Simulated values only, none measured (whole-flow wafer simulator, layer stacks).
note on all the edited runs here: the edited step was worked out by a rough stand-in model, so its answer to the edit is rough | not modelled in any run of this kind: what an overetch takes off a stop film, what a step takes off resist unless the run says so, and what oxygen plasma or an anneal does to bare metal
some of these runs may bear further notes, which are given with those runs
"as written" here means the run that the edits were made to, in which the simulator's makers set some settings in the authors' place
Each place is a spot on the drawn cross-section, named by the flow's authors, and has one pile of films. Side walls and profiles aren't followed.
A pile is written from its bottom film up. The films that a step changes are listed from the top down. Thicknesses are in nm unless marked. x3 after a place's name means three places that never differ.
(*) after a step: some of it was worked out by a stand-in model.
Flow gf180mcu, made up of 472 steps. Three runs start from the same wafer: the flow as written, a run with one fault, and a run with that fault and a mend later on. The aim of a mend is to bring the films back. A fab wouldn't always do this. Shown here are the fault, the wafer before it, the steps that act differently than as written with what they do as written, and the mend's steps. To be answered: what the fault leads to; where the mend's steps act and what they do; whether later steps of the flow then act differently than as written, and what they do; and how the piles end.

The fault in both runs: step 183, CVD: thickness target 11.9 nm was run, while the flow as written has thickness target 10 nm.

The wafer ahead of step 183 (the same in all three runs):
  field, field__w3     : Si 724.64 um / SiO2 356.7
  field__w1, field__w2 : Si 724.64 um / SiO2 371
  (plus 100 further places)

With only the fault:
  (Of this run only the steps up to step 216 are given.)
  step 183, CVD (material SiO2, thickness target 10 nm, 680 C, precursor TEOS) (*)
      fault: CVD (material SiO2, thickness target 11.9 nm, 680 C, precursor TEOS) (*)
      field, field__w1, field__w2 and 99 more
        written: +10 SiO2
        fault: +11.9 SiO2
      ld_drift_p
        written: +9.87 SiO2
        fault: +11.7 SiO2
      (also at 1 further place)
  Steps later in the flow that act otherwise than as written (not shown: 13 more steps that differ only slightly, by at most 2% or 0.5 nm, whichever is larger):
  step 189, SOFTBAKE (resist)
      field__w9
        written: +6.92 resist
        fault: -3.07 resist
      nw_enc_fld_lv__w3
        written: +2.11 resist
        fault: -1.6 resist
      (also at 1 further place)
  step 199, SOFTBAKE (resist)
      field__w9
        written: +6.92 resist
        fault: -3.07 resist
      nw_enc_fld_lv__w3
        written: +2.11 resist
        fault: -1.6 resist
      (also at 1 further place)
  After step 216, at active, n_well, p_well and 52 more, the piles differ from the flow's by more than 2% or 0.5 nm, whichever is larger.
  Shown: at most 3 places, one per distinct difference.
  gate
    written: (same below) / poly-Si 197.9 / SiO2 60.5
    fault: (same below) / poly-Si 197.9 / SiO2 62.4
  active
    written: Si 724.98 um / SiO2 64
    fault: Si 724.98 um / SiO2 65.9
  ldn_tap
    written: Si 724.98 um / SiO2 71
    fault: Si 724.98 um / SiO2 72.9

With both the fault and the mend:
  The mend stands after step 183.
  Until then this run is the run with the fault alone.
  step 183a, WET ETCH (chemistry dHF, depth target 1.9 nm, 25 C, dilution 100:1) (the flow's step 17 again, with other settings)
      field, field__w1, field__w2 and 101 more
        -1.9 SiO2
  None of the later steps of the flow differs from how it acts as written, at any place that is followed, by more than 2% or 0.5 nm, whichever is larger.
  When the end is reached, the piles differ only a little from the flow's at the places that both follow, at most by 2% or 0.5 nm, whichever is larger.
